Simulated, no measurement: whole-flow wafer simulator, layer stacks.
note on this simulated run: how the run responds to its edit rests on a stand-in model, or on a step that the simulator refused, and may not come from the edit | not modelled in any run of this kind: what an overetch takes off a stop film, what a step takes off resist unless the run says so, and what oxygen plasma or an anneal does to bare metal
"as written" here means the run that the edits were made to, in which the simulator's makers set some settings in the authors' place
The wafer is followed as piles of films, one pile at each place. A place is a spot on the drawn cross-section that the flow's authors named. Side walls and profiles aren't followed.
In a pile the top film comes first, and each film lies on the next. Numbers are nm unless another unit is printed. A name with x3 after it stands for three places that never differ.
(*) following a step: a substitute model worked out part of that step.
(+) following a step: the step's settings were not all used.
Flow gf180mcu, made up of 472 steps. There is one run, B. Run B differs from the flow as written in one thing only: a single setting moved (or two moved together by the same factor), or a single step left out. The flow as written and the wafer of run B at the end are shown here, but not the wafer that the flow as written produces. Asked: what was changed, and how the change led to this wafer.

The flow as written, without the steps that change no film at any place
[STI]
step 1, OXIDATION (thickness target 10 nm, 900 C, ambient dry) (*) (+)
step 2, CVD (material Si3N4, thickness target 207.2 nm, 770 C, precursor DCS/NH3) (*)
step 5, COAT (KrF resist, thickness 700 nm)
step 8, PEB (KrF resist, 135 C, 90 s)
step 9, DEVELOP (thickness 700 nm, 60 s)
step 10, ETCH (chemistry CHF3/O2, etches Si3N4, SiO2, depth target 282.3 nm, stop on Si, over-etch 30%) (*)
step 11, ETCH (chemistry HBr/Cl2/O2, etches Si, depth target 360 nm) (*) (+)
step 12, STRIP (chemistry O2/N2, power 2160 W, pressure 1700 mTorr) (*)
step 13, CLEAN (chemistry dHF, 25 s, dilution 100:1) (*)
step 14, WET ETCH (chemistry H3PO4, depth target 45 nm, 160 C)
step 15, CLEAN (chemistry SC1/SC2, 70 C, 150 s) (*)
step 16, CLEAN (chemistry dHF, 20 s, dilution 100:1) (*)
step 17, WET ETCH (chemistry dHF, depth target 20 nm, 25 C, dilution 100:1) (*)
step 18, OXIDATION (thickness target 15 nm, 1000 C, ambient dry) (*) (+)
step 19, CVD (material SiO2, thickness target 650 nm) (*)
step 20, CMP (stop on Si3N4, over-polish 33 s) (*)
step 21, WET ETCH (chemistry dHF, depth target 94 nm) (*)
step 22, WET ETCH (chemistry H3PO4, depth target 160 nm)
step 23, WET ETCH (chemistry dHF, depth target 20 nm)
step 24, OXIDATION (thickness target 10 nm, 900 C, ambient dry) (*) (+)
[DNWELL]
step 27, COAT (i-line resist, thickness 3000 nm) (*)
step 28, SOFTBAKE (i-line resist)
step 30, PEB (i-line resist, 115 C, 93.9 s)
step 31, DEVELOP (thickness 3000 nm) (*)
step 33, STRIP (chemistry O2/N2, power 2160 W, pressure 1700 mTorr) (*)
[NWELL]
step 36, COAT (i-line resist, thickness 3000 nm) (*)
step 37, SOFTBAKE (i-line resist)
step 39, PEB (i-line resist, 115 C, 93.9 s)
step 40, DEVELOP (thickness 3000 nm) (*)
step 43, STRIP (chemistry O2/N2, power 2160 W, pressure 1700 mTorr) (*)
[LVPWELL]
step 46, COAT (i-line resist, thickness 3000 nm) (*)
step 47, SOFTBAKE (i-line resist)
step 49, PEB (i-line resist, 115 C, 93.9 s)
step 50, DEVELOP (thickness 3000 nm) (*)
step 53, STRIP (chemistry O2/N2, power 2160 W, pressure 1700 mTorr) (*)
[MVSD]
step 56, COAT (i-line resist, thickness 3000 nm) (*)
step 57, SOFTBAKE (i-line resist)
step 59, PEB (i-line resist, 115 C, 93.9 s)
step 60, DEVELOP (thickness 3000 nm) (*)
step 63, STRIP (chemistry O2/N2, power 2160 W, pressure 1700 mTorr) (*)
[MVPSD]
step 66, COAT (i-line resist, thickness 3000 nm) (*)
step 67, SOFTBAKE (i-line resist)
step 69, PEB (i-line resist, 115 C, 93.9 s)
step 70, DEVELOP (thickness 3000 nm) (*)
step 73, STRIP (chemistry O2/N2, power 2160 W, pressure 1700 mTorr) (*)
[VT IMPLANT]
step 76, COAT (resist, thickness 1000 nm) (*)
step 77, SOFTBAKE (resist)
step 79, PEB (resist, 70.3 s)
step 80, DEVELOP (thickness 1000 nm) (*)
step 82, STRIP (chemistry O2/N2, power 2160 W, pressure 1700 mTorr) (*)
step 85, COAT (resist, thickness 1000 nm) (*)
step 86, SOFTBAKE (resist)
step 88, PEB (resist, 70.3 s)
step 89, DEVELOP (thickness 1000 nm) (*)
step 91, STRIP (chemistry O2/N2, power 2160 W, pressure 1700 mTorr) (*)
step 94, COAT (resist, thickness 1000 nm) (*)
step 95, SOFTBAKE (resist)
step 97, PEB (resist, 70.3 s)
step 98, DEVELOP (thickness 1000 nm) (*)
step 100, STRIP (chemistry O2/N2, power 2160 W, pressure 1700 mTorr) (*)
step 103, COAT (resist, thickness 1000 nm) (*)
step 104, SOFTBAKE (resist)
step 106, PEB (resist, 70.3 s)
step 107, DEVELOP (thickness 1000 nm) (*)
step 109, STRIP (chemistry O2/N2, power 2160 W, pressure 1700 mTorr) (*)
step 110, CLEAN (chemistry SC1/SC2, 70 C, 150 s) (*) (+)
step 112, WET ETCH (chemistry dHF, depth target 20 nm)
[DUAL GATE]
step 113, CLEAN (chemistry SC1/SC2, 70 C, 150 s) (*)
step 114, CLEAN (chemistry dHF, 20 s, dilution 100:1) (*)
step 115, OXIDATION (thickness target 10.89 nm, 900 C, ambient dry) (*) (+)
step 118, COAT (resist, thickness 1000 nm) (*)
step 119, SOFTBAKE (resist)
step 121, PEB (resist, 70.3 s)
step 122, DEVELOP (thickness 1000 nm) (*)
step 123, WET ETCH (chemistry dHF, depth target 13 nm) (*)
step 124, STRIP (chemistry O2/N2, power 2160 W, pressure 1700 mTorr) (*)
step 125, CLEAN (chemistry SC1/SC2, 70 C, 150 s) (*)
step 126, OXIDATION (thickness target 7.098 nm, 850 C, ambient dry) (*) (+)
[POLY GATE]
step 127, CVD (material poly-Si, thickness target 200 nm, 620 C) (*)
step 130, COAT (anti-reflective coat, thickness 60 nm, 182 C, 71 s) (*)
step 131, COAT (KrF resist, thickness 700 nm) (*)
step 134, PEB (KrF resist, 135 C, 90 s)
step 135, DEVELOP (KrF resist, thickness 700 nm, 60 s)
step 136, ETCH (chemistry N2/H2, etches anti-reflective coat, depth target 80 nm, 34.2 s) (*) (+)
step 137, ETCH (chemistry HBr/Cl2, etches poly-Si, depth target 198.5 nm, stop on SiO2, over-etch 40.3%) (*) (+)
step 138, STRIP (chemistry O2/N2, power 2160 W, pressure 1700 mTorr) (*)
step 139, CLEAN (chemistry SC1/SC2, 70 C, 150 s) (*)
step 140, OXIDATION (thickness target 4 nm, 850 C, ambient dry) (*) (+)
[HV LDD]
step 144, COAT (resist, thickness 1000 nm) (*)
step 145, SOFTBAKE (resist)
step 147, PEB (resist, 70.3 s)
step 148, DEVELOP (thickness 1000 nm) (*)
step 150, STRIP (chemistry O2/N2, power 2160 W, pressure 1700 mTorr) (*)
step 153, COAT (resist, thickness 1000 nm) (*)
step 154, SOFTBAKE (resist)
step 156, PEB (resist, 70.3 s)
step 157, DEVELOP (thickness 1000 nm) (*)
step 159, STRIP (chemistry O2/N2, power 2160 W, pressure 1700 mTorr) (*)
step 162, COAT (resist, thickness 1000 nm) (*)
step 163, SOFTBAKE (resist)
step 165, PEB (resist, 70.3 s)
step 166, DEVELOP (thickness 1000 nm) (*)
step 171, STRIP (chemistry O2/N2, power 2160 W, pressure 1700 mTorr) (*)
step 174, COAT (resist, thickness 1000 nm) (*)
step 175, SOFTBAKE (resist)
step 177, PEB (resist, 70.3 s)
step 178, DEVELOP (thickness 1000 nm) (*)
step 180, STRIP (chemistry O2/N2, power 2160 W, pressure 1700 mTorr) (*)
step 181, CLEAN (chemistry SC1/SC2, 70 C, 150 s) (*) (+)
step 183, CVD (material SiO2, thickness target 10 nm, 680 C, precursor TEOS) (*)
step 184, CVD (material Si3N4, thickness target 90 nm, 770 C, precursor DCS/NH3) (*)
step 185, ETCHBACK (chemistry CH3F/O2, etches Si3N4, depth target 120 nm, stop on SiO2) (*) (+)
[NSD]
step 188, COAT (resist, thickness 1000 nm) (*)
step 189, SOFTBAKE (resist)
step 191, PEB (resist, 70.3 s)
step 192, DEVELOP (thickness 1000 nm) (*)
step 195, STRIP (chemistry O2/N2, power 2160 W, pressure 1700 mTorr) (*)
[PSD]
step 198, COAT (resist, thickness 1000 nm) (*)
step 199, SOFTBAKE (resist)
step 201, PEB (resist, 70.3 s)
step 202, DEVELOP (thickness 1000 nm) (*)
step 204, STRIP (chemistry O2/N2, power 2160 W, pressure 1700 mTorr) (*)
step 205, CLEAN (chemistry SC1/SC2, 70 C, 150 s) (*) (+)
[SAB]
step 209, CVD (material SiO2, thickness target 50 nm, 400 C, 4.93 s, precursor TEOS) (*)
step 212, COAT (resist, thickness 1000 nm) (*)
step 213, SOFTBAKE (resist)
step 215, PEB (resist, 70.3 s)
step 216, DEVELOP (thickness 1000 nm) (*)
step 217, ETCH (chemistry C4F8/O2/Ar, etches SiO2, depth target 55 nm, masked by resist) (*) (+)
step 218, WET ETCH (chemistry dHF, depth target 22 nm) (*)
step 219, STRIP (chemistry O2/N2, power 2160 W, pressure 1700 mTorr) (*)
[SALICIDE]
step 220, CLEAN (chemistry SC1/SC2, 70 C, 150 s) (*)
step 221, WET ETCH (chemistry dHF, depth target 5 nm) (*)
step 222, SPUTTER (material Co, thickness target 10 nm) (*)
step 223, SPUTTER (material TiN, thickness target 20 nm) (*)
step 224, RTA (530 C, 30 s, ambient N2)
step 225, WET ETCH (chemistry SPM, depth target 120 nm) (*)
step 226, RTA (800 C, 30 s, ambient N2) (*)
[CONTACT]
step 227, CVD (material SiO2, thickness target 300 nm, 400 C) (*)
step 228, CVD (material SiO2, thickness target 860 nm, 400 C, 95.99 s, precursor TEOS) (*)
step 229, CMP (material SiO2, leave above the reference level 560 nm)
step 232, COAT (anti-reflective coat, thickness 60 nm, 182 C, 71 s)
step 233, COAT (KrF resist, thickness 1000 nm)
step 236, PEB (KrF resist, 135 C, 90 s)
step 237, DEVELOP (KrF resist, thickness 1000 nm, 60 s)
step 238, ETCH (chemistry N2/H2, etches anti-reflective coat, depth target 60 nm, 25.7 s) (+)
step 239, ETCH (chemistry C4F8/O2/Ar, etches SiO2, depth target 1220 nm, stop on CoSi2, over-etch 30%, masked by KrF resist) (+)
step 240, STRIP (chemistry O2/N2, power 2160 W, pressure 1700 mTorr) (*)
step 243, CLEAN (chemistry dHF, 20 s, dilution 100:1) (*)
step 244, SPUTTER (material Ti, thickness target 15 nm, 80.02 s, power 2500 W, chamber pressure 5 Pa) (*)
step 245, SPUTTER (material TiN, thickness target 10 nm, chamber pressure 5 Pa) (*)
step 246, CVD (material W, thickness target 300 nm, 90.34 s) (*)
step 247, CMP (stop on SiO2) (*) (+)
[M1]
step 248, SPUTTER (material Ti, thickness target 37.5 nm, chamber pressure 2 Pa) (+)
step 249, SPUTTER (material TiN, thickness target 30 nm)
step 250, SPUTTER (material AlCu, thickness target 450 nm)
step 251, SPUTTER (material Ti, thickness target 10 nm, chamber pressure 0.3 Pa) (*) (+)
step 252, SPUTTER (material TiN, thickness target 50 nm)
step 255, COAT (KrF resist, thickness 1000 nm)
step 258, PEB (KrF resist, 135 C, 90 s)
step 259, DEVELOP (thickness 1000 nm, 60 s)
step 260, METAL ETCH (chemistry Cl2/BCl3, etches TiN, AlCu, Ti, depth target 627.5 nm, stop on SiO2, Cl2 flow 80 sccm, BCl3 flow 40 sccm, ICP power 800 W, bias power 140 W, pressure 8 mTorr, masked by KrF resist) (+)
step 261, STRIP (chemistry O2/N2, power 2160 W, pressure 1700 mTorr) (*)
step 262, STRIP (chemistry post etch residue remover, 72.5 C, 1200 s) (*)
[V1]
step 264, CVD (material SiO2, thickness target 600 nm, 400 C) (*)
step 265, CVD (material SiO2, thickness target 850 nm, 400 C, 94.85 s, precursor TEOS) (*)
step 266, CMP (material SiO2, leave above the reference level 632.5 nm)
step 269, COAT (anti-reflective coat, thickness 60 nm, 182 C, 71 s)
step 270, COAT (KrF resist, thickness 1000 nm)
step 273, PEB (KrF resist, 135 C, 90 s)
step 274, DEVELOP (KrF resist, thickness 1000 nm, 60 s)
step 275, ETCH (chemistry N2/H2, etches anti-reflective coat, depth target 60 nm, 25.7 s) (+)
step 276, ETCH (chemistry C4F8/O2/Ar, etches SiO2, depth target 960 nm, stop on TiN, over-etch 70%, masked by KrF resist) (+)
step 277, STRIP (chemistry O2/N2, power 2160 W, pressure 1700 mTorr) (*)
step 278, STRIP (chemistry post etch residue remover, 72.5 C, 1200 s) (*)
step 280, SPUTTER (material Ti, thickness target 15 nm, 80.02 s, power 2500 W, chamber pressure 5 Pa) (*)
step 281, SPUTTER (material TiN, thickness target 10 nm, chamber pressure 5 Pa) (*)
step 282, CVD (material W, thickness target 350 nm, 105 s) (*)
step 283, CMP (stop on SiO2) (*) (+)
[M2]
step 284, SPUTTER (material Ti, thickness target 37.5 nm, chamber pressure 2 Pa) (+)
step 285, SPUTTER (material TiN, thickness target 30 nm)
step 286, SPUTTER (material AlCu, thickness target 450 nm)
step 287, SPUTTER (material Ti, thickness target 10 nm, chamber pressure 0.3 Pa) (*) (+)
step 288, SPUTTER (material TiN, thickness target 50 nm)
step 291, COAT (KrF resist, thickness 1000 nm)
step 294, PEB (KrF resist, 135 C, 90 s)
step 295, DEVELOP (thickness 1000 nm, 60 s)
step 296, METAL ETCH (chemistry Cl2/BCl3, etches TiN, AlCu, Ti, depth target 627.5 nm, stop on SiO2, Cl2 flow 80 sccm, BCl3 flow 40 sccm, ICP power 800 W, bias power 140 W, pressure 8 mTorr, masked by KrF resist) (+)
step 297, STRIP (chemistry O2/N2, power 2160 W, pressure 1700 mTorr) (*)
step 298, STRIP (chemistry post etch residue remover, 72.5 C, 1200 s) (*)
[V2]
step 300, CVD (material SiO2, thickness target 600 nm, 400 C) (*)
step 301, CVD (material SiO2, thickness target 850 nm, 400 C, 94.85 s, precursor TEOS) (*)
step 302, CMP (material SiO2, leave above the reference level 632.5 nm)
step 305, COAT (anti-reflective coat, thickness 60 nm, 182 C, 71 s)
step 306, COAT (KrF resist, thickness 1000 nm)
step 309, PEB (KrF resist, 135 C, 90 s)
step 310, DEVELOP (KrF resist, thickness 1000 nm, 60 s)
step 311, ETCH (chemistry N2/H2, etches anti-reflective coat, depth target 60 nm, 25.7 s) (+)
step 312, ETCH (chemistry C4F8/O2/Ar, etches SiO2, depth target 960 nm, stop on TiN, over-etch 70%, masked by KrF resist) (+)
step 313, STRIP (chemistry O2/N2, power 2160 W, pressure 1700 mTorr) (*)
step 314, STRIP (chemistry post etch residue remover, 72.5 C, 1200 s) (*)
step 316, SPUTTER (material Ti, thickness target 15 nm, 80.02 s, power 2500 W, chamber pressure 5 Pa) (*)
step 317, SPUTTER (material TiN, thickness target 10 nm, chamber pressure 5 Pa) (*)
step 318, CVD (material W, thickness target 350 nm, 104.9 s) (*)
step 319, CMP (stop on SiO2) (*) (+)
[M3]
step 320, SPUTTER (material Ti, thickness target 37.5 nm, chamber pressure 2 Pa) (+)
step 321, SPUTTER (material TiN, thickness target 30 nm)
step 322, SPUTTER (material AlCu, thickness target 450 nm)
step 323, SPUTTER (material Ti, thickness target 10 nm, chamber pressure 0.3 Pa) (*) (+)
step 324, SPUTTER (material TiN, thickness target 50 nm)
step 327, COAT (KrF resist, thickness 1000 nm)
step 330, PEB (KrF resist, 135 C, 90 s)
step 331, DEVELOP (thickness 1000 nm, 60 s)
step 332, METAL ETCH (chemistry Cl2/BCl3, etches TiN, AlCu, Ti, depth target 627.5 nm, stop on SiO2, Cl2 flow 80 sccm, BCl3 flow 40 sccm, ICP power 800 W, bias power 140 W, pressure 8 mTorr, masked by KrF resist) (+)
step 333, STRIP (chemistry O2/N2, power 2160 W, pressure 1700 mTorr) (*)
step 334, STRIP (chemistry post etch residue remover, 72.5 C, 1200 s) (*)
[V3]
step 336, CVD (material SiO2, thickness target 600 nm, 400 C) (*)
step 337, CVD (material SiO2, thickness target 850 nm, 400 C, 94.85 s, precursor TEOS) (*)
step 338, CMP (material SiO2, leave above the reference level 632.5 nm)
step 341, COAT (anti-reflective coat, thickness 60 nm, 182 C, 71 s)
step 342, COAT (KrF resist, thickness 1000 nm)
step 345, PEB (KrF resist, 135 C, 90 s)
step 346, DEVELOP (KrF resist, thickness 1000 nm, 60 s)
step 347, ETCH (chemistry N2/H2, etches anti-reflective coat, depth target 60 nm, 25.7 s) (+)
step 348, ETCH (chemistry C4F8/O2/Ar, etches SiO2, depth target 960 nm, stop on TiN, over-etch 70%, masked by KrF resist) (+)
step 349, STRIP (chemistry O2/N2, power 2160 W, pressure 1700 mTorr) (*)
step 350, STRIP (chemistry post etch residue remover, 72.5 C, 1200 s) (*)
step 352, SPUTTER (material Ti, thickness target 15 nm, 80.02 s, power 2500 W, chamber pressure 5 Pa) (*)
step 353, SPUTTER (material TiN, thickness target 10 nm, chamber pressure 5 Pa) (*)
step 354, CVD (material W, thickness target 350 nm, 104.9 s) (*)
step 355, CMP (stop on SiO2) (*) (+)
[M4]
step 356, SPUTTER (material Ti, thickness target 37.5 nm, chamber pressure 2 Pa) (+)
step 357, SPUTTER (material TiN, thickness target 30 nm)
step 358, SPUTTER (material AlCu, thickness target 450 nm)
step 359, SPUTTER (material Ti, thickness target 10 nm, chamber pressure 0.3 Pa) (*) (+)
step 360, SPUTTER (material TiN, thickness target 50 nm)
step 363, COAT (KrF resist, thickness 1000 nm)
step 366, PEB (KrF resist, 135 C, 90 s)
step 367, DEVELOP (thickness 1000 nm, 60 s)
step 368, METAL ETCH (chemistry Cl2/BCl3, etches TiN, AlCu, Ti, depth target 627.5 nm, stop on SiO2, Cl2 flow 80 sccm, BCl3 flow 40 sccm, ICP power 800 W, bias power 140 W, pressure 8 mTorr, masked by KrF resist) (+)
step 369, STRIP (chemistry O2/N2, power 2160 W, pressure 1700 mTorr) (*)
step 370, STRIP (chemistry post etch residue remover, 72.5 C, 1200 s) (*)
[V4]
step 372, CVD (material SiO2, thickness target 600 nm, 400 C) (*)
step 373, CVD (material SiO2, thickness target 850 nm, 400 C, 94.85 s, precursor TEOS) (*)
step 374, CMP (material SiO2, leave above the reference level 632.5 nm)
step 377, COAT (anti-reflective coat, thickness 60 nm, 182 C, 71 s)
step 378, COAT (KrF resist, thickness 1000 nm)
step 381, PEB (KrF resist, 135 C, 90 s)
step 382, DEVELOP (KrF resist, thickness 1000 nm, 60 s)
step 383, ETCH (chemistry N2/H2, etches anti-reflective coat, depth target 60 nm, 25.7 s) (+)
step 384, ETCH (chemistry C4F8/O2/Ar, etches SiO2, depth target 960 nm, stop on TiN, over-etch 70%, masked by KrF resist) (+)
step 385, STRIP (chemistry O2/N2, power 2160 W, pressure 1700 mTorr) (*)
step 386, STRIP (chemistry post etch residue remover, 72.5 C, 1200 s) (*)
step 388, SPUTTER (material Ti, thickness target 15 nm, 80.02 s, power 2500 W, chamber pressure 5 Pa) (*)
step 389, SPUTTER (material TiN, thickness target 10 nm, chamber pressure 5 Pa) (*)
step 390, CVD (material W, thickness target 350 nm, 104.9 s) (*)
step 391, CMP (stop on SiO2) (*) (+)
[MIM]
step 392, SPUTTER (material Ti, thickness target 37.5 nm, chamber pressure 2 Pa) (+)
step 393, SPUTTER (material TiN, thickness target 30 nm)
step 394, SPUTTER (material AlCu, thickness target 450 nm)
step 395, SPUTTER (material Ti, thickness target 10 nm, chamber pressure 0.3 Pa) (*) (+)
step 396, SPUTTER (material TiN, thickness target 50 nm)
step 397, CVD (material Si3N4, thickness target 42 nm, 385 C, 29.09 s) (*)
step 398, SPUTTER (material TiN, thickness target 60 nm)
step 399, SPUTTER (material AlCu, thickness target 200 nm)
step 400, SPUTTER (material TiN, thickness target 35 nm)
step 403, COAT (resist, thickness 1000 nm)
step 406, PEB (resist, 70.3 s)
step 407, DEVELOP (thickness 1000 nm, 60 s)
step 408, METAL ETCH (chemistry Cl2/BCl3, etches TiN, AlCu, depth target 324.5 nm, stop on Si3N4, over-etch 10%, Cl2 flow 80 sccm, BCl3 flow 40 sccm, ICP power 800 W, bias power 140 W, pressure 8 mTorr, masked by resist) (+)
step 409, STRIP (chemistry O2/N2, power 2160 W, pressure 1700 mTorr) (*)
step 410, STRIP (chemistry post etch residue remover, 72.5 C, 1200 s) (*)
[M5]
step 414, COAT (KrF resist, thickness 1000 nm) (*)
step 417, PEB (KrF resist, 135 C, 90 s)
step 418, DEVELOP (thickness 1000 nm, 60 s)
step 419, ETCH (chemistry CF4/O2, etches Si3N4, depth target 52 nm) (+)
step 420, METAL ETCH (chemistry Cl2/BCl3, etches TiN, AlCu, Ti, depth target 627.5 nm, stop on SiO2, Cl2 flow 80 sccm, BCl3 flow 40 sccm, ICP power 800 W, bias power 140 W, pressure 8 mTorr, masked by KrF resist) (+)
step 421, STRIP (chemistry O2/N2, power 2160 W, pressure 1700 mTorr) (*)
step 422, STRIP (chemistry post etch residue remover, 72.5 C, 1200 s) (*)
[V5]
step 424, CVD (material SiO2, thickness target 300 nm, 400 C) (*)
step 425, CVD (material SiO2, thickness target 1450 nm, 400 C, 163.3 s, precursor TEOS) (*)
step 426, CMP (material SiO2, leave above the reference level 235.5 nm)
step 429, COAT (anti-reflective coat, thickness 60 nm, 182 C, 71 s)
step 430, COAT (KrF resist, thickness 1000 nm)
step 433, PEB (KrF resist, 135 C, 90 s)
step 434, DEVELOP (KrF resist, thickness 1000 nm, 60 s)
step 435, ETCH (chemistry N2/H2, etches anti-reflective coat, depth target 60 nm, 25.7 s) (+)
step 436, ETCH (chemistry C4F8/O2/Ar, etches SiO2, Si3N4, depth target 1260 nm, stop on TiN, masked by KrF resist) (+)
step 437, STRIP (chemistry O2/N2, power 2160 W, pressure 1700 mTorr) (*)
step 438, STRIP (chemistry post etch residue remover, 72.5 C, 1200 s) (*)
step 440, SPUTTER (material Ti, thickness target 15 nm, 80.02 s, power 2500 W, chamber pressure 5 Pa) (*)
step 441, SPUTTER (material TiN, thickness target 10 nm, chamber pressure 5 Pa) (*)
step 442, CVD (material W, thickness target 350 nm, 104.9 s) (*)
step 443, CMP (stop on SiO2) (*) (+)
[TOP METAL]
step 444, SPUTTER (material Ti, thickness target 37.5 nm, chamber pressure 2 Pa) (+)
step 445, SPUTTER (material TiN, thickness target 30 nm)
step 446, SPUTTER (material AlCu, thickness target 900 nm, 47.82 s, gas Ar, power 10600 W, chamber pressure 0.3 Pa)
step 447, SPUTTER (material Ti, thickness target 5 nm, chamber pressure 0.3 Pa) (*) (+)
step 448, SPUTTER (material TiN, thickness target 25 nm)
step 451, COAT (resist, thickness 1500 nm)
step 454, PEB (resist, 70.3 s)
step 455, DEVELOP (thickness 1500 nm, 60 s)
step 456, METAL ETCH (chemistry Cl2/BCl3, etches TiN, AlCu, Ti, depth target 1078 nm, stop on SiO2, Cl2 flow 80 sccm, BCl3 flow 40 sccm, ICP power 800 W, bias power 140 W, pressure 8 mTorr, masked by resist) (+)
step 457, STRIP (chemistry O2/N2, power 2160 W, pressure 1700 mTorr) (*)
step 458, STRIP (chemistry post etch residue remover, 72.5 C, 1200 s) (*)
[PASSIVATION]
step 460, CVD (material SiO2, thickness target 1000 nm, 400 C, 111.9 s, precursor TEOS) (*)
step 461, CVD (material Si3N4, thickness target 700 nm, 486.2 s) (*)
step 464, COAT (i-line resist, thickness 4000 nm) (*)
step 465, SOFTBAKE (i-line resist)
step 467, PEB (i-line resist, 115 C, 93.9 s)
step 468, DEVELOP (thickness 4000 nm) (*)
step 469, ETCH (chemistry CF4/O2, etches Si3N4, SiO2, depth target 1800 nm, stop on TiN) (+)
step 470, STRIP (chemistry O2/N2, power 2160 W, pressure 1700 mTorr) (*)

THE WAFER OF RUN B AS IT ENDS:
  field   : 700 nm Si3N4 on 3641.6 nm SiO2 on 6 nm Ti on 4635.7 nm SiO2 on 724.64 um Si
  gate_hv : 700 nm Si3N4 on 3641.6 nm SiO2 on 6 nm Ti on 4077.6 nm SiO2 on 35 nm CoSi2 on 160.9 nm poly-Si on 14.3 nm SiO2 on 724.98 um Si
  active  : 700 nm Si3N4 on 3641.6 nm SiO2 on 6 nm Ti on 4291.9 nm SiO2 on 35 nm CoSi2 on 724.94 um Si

Cause: step 358, SPUTTER: thickness target 506 nm was run, though the flow has thickness target 450 nm.

The path from the change to this, step by step:
  step 358, SPUTTER (material AlCu, thickness target 450 nm)
      field, field__w1, field__w2 and 108 more: +506 AlCu (new film) (in the flow as written it would be: +450 AlCu (new film))
  step 368, METAL ETCH (chemistry Cl2/BCl3, etches TiN, AlCu, Ti, depth target 627.5 nm, stop on SiO2, Cl2 flow 80 sccm, BCl3 flow 40 sccm, ICP power 800 W, bias power 140 W, pressure 8 mTorr, masked by KrF resist) (+)
      field, field__w1, field__w2 and 103 more: -50 TiN (all of it), -10 Ti (all of it), -506 AlCu (all of it), -30 TiN (all of it), -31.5 Ti (in the flow as written it would be: -50 TiN (all of it), -10 Ti (all of it), -450 AlCu (all of it), -30 TiN (all of it), -37.5 Ti (all of it))
  step 372, CVD (material SiO2, thickness target 600 nm, 400 C) (*)
      field, field__w1, field__w2 and 103 more: +600 SiO2 (new film) (in the flow as written it would be: +600 SiO2)
  step 374, CMP (material SiO2, leave above the reference level 632.5 nm)
      field, field__w1, field__w2 and 103 more: -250 SiO2 (in the flow as written it would be: -300 SiO2)
With metal films that touch counted as one body, field has 1 body; the flow as written gives 0 bodies.
With metal films that touch counted as one body, gate_hv has 2 bodies (between them, from the top down: SiO2 4077.6); the flow as written gives 1 body.
With metal films that touch counted as one body, active has 2 bodies (between them, from the top down: SiO2 4291.9); the flow as written gives 1 body.
